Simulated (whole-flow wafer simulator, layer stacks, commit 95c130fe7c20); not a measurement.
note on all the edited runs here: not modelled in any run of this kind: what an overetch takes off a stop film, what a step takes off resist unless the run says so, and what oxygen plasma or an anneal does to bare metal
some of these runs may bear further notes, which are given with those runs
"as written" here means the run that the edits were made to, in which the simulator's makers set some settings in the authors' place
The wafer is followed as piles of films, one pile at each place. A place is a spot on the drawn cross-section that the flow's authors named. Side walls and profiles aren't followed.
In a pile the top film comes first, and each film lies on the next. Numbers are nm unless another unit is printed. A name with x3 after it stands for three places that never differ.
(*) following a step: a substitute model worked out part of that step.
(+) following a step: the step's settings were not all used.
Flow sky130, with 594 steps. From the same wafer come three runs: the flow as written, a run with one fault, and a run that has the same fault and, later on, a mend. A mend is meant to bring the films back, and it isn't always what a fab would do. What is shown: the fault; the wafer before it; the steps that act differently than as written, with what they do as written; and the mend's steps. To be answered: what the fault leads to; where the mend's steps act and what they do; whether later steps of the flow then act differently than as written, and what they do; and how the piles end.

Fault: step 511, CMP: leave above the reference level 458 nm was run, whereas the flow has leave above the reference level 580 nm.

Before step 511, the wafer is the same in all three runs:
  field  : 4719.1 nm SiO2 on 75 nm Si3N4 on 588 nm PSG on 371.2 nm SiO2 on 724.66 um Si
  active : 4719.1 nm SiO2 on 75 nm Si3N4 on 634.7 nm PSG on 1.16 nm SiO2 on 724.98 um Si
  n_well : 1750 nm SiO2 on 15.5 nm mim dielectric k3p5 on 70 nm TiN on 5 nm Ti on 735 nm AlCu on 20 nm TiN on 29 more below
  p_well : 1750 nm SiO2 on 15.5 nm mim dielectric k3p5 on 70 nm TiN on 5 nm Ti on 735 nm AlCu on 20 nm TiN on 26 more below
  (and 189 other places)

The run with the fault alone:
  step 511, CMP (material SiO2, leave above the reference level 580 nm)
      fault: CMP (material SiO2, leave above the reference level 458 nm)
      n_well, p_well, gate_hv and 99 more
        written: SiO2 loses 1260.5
        fault: SiO2 loses 1382.5
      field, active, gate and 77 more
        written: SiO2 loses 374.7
        fault: SiO2 loses 496.7
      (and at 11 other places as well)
  Later steps of the flow acting differently than as written:
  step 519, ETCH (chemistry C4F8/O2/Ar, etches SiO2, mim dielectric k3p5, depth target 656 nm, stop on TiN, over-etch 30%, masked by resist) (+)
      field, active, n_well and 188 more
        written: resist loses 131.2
        fault: resist loses 99.7
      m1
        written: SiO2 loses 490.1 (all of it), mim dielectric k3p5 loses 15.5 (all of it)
        fault: SiO2 loses 368.1 (all of it), mim dielectric k3p5 loses 15.5 (all of it)
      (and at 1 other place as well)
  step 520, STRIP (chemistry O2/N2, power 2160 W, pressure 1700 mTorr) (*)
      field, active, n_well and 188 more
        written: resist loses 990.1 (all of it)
        fault: resist loses 1021.5 (all of it)
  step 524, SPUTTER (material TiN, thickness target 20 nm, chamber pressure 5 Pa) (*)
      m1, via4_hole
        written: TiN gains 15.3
        fault: TiN gains 16.1
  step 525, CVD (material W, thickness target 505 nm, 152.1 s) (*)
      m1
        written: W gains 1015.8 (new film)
        fault: W gains 696.2 (new film)
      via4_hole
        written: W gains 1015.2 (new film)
        fault: W gains 697.2 (new film)
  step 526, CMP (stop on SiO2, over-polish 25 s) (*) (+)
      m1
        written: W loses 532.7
        fault: W loses 335.9
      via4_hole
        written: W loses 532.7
        fault: W loses 337.6
  The piles end different from the flow's at field, active, n_well and 190 more by more than 2% or 0.5 nm, whichever is larger.
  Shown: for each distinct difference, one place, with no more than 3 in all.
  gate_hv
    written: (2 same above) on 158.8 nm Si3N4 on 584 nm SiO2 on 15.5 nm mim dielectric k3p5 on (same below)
    fault: (2 same above) on 158.8 nm Si3N4 on 462 nm SiO2 on 15.5 nm mim dielectric k3p5 on (same below)
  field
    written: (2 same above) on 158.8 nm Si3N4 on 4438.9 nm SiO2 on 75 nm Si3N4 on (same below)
    fault: (2 same above) on 158.8 nm Si3N4 on 4316.9 nm SiO2 on 75 nm Si3N4 on (same below)
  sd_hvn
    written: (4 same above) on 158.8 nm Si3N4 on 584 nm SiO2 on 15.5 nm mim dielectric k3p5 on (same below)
    fault: (4 same above) on 158.8 nm Si3N4 on 462 nm SiO2 on 15.5 nm mim dielectric k3p5 on (same below)

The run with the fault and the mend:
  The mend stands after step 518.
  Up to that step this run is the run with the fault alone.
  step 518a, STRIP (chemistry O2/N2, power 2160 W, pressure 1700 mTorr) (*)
      field, active, n_well and 188 more
        resist loses 1121.3 (all of it)
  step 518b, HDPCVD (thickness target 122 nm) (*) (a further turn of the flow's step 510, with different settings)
      field, active, n_well and 190 more
        SiO2 gains 122
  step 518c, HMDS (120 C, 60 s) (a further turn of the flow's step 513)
      does not change any film at any place that is followed
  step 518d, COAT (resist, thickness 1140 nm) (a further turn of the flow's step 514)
      field, active, n_well and 190 more
        resist gains 1140 (new film)
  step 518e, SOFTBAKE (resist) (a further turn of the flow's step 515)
      does not change any film at any place that is followed
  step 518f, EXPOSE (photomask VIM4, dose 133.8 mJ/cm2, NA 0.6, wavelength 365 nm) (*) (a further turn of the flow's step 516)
      does not change any film at any place that is followed
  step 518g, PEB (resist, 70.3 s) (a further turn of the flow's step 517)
      field, active, n_well and 190 more
        resist loses 18.7
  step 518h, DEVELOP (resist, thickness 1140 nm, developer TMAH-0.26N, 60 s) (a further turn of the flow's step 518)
      m1, via4_hole
        resist loses 1121.3 (all of it)
  None of the later steps of the flow acts differently than as written at any place that is followed.
  At every place that both follow, the piles at the end match the flow's.
